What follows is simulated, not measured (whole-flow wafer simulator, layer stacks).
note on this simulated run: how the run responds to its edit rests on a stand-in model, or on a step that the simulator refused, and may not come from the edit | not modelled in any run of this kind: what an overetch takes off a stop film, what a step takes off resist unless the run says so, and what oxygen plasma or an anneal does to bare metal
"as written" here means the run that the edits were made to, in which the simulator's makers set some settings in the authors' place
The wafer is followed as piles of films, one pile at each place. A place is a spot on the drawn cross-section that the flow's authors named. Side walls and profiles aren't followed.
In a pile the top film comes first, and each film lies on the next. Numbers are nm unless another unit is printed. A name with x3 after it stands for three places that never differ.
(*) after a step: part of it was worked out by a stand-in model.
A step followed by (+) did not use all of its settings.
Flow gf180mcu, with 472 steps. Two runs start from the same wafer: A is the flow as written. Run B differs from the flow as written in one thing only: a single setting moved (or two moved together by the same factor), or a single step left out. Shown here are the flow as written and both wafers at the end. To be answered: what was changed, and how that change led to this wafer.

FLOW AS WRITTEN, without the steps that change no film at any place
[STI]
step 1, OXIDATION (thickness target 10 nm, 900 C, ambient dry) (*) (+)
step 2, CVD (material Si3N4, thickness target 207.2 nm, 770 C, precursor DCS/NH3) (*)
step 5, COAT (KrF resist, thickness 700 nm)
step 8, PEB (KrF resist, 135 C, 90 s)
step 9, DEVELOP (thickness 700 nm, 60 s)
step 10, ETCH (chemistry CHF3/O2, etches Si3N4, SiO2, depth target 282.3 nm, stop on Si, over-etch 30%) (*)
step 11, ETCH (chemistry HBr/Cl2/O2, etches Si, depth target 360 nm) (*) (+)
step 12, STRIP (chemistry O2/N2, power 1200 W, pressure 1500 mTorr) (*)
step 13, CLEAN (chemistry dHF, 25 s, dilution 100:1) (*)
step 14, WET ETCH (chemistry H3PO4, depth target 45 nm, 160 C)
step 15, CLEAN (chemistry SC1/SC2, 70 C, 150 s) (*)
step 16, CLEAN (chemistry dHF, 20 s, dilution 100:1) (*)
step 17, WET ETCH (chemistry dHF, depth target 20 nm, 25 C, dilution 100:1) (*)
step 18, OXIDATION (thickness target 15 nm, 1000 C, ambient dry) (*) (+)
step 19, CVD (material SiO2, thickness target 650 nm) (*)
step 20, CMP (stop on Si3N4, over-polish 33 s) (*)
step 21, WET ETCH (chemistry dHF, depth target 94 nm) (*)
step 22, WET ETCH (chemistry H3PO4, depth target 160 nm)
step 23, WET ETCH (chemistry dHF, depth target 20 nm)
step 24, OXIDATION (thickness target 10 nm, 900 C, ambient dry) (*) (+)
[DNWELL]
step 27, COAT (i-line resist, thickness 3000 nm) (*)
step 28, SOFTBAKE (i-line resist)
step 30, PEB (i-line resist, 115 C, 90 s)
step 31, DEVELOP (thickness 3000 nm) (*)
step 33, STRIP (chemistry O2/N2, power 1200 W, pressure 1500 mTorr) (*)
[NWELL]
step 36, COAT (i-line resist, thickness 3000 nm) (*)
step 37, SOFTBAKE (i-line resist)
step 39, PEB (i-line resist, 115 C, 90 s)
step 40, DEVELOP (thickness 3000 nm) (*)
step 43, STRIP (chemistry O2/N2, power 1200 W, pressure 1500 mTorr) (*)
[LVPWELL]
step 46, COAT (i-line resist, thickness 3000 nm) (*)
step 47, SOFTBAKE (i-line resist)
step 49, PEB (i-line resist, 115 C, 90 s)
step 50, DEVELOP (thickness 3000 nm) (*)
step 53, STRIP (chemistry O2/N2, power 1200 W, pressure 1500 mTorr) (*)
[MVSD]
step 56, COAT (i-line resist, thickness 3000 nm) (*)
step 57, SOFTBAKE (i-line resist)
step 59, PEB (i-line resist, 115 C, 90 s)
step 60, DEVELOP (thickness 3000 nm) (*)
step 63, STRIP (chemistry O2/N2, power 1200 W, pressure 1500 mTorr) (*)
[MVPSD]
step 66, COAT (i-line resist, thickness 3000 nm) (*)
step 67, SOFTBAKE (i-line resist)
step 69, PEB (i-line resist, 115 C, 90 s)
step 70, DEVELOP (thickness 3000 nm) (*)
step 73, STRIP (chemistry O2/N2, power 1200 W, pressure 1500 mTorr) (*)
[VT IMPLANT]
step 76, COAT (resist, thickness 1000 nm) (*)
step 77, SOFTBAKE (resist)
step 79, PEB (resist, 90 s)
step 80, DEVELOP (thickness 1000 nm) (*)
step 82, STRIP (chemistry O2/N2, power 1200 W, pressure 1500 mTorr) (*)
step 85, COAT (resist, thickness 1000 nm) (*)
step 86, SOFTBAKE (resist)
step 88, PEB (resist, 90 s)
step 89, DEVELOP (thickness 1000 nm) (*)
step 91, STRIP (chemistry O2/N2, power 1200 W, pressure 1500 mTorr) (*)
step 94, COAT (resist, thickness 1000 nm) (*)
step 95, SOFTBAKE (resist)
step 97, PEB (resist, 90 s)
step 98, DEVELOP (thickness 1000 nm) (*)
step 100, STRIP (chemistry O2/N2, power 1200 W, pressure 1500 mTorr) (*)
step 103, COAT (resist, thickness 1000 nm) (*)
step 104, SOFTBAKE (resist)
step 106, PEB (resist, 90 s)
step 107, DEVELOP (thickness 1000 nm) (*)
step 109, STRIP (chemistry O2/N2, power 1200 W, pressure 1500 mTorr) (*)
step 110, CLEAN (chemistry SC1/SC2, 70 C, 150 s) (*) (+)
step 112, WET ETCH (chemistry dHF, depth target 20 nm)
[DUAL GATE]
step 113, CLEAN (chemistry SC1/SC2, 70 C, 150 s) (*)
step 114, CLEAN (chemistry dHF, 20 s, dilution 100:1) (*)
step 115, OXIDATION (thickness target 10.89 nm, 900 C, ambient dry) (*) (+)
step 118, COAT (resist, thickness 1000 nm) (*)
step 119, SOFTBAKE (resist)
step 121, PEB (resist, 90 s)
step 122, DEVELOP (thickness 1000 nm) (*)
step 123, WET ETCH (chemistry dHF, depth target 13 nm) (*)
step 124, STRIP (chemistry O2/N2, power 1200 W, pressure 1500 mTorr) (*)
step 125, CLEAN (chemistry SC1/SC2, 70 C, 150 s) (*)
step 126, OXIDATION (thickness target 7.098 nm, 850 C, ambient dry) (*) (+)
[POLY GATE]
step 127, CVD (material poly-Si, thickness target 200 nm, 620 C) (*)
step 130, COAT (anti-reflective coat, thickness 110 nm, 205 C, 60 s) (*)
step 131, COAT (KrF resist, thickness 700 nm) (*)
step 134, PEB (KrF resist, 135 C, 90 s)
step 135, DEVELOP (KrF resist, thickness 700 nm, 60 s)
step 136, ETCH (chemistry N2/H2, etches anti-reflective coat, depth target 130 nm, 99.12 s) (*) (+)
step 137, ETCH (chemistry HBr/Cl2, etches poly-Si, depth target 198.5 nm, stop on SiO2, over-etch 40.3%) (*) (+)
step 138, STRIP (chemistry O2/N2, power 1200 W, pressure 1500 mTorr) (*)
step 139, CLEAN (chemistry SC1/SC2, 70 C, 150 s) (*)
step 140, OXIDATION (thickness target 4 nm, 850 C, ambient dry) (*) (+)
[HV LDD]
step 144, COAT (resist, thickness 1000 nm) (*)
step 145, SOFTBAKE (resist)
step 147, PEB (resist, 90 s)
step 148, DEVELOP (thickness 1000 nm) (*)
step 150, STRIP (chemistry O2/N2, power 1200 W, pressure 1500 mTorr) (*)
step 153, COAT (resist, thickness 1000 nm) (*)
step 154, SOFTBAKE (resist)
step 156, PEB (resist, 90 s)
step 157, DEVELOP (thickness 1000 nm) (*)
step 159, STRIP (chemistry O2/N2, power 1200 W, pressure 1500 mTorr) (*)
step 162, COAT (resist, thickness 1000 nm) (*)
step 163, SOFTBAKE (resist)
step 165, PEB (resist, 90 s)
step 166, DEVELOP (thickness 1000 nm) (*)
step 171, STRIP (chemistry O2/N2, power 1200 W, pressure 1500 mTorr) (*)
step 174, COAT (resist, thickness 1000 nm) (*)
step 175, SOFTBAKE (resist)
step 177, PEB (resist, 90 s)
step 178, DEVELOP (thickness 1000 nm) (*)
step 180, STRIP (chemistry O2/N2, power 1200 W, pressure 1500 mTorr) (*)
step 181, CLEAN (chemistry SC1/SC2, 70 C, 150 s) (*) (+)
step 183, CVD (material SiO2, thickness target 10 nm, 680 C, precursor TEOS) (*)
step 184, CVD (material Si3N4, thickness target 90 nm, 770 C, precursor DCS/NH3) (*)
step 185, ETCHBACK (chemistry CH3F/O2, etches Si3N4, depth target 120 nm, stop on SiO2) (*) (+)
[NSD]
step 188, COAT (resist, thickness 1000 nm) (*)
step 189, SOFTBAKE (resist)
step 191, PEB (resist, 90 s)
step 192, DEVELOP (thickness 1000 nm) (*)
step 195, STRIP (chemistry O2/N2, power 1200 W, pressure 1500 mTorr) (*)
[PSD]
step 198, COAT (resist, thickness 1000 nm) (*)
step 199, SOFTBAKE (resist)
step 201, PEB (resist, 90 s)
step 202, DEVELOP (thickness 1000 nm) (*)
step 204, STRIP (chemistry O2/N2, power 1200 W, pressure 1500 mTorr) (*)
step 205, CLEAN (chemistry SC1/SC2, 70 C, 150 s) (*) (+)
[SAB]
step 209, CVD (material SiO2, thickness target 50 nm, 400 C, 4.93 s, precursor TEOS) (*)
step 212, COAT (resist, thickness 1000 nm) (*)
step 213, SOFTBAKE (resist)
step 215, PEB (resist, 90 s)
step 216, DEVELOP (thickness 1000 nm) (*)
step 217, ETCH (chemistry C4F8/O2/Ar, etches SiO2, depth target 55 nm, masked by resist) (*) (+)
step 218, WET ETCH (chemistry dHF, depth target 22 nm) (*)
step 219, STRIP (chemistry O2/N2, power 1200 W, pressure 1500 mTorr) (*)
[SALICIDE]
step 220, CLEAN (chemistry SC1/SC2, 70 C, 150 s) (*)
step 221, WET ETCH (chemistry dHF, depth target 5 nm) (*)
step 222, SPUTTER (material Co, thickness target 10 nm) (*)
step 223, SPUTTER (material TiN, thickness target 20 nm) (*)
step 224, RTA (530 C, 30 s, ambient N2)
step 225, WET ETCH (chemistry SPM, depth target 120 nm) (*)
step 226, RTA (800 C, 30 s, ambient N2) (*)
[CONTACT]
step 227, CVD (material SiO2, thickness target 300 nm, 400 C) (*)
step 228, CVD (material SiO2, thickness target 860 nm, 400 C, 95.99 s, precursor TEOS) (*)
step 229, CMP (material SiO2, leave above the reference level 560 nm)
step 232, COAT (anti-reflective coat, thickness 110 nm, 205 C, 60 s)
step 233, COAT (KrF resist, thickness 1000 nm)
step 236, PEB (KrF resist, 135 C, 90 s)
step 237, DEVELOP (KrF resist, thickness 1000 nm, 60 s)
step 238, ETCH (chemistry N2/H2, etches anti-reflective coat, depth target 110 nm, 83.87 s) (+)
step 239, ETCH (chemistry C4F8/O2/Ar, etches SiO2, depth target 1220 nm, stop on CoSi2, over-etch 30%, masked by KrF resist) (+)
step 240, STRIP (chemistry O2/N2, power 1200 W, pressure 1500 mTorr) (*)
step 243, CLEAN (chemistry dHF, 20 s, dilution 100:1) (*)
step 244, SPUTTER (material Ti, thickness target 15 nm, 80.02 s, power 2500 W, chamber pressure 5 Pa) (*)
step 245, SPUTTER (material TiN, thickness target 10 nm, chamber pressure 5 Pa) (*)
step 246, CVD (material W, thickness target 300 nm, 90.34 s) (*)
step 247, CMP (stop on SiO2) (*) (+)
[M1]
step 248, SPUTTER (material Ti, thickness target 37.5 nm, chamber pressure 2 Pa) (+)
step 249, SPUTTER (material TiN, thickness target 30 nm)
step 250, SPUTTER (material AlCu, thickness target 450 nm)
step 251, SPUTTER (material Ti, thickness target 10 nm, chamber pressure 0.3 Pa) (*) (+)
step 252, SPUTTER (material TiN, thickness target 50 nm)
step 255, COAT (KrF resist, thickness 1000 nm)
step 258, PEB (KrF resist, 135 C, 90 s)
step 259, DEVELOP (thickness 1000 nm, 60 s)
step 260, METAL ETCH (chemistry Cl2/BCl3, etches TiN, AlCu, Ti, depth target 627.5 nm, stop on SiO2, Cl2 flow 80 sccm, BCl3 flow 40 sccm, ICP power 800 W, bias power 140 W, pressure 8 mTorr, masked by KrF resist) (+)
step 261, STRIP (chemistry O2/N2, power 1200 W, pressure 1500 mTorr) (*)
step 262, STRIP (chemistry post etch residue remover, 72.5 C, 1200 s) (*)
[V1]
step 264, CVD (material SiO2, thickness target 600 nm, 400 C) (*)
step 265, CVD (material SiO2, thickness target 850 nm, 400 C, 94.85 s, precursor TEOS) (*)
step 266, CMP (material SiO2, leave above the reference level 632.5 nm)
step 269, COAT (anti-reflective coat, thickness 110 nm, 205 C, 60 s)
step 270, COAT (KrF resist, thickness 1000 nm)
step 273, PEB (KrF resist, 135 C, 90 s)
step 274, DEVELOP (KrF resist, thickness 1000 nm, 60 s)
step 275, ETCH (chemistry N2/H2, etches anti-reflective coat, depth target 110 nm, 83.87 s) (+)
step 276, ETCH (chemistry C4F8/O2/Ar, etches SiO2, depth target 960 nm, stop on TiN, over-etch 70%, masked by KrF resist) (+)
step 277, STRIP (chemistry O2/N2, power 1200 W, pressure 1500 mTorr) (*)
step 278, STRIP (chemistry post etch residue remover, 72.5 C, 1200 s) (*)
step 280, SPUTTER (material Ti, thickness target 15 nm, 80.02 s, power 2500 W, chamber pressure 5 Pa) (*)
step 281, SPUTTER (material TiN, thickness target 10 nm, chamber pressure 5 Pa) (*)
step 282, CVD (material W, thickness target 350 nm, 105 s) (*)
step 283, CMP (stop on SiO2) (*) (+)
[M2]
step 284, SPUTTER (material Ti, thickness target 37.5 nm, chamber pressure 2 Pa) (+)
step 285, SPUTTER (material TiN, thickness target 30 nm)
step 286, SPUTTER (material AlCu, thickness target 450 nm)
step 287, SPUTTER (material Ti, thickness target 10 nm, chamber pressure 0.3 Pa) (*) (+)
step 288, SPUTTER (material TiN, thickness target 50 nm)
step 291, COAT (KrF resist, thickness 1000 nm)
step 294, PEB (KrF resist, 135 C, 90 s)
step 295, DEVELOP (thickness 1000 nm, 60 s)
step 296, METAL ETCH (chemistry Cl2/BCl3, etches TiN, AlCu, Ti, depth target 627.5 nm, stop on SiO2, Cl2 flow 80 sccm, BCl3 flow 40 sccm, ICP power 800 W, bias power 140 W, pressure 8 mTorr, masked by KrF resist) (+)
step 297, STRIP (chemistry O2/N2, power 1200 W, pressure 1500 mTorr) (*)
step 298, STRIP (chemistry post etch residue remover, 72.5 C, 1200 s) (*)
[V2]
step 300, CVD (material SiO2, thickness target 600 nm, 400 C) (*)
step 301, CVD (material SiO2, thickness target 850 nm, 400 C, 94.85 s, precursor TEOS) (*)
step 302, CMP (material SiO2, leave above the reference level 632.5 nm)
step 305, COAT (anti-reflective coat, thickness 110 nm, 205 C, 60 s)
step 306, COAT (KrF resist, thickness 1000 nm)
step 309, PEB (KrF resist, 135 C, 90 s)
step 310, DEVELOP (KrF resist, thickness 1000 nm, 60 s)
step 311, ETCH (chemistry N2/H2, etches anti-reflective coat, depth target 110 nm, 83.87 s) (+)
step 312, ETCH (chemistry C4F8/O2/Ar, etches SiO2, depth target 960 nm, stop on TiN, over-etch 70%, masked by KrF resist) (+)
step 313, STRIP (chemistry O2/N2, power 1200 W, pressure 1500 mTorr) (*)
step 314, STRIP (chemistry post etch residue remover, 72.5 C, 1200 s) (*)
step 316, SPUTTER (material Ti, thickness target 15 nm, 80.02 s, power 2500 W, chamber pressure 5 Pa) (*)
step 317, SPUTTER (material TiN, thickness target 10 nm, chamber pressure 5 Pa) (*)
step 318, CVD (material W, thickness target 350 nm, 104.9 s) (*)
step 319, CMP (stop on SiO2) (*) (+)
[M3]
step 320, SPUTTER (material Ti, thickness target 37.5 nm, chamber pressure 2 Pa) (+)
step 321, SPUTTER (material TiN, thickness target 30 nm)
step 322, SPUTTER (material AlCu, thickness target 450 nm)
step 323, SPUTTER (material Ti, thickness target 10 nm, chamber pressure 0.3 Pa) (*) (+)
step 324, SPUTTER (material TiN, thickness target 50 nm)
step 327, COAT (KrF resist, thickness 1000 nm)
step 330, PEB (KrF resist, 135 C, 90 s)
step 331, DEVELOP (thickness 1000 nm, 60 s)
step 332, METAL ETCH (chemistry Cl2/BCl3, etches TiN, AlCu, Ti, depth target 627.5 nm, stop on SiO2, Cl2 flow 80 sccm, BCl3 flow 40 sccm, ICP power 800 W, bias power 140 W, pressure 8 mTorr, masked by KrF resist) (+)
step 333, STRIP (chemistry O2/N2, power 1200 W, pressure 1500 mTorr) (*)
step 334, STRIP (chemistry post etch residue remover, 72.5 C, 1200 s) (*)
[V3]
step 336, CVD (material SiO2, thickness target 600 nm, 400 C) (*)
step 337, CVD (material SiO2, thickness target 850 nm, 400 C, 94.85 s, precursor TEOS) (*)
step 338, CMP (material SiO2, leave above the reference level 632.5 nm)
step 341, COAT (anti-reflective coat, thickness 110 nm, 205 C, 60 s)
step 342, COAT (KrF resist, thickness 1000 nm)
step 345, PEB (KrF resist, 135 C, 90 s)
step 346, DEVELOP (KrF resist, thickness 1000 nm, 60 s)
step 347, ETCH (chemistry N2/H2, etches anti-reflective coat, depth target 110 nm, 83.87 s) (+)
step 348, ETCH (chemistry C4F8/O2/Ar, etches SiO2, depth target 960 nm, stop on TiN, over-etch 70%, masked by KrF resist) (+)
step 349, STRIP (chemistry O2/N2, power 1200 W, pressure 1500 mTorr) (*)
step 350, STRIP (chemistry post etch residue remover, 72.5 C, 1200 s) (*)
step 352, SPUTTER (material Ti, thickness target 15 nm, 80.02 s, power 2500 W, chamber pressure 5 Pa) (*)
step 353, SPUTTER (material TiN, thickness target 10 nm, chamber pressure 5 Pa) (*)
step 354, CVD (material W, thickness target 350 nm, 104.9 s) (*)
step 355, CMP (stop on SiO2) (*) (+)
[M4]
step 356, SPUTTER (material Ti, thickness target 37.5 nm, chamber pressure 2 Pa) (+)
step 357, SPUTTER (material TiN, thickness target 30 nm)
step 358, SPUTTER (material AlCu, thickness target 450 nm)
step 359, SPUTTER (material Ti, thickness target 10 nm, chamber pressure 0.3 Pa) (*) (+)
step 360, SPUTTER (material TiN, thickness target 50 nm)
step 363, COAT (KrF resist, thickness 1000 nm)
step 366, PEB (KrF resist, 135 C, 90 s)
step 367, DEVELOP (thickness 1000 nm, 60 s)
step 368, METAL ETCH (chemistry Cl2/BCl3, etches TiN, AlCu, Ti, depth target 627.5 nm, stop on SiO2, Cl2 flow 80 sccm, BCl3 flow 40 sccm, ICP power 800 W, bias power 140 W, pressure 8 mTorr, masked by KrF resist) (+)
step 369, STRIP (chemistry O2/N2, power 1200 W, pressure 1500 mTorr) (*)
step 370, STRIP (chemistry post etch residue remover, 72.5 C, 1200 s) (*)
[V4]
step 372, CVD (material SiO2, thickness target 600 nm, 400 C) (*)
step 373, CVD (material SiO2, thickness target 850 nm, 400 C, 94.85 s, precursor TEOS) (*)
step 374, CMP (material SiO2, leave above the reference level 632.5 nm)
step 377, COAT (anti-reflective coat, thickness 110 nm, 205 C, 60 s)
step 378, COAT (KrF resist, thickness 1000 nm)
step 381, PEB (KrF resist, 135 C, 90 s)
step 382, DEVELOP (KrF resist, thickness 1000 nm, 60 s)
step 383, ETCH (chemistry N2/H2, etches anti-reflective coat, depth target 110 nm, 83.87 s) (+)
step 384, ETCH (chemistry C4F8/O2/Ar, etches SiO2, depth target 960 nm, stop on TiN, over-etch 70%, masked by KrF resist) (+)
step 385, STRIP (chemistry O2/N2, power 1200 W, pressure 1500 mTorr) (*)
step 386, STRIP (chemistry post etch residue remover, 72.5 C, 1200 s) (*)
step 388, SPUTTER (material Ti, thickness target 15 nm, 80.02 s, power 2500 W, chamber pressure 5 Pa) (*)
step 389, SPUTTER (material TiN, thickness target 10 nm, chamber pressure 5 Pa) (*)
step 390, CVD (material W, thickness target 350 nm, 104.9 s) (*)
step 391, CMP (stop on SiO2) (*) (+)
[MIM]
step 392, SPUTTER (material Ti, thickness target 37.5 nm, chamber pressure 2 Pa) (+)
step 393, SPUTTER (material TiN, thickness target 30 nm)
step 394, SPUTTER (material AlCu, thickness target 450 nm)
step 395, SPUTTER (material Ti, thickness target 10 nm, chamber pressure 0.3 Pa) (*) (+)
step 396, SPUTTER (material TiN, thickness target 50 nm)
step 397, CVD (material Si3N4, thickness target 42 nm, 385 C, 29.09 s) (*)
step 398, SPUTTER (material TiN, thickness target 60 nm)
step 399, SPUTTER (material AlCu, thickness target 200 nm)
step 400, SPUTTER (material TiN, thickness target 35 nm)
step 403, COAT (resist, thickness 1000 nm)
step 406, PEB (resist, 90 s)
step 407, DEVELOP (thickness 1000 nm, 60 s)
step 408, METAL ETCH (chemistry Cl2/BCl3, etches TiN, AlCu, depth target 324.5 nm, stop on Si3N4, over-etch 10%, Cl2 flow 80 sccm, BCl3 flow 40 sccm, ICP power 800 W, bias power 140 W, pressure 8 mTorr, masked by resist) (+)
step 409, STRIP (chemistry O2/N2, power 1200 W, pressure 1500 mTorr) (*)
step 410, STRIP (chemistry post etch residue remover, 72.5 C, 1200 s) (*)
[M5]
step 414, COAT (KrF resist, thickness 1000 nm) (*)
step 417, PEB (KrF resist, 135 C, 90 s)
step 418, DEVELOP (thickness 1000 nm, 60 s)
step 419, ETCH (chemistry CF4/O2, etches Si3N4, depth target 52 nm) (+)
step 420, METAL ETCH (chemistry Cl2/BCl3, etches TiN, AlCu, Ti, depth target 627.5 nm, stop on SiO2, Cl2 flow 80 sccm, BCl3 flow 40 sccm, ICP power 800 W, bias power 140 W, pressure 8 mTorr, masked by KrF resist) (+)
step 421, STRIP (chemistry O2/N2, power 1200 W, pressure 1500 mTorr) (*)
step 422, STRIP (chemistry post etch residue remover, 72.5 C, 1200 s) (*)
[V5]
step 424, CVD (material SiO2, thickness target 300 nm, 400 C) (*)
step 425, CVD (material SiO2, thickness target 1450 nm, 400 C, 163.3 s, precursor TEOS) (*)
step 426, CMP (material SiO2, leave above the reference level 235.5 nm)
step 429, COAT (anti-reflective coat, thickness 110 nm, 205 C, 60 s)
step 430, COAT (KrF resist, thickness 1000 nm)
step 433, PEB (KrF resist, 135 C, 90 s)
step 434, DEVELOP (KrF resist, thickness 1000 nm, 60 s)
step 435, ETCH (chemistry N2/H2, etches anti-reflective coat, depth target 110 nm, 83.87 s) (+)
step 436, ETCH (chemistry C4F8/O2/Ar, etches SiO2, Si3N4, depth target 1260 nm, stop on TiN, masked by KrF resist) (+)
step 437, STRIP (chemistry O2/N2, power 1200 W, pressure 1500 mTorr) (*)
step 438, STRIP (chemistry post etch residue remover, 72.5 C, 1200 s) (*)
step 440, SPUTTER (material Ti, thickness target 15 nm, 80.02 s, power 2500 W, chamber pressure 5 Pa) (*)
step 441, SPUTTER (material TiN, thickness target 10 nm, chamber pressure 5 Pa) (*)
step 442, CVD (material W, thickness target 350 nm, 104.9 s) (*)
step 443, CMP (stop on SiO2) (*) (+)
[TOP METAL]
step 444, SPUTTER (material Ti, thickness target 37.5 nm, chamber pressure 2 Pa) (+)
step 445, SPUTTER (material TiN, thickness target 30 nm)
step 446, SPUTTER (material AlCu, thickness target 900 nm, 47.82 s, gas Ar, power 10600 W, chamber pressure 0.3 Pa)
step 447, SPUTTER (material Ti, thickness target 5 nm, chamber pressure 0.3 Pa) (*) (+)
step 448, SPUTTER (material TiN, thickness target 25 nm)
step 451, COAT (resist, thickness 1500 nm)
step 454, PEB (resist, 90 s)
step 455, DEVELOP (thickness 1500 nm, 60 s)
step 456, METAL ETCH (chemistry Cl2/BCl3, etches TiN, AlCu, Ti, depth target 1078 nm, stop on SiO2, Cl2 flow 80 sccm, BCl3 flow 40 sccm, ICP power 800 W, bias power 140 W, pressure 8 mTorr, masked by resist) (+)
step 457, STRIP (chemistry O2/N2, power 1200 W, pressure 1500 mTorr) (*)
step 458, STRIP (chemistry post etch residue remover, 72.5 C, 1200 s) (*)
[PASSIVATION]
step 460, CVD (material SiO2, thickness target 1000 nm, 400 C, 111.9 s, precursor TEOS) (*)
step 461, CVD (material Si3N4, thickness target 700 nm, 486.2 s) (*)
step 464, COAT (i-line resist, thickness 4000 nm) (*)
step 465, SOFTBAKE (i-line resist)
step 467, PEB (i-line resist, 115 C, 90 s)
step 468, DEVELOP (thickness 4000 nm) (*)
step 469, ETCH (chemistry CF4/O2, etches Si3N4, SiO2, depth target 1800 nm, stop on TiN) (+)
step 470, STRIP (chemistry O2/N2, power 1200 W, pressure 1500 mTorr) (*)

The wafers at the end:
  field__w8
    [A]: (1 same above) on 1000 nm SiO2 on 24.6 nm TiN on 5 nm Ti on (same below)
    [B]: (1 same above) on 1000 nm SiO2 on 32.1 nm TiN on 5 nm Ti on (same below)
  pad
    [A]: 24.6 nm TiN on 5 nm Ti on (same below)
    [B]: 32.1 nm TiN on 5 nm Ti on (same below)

The reason: step 448, SPUTTER: thickness target 32.5 nm was run, while the flow as written has thickness target 25 nm.

How this came from the change, step by step:
  step 448, SPUTTER (material TiN, thickness target 25 nm)
      field, field__w1, field__w2 and 109 more: A +25 TiN (new film) | B +32.5 TiN (new film)
  step 456, METAL ETCH (chemistry Cl2/BCl3, etches TiN, AlCu, Ti, depth target 1078 nm, stop on SiO2, Cl2 flow 80 sccm, BCl3 flow 40 sccm, ICP power 800 W, bias power 140 W, pressure 8 mTorr, masked by resist) (+)
      field, field__w1, field__w2 and 103 more: A -25 TiN (all of it), -5 Ti (all of it), -900 AlCu (all of it), -30 TiN (all of it), -37.5 Ti (all of it) | B -32.5 TiN (all of it), -5 Ti (all of it), -900 AlCu (all of it), -30 TiN (all of it), -37.5 Ti (all of it)
  step 465, SOFTBAKE (i-line resist)
      field__w11, field__w13: A +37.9 i-line resist | B +31.6 i-line resist
      field: A -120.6 i-line resist | B -109.8 i-line resist
      (also at 57 further places)
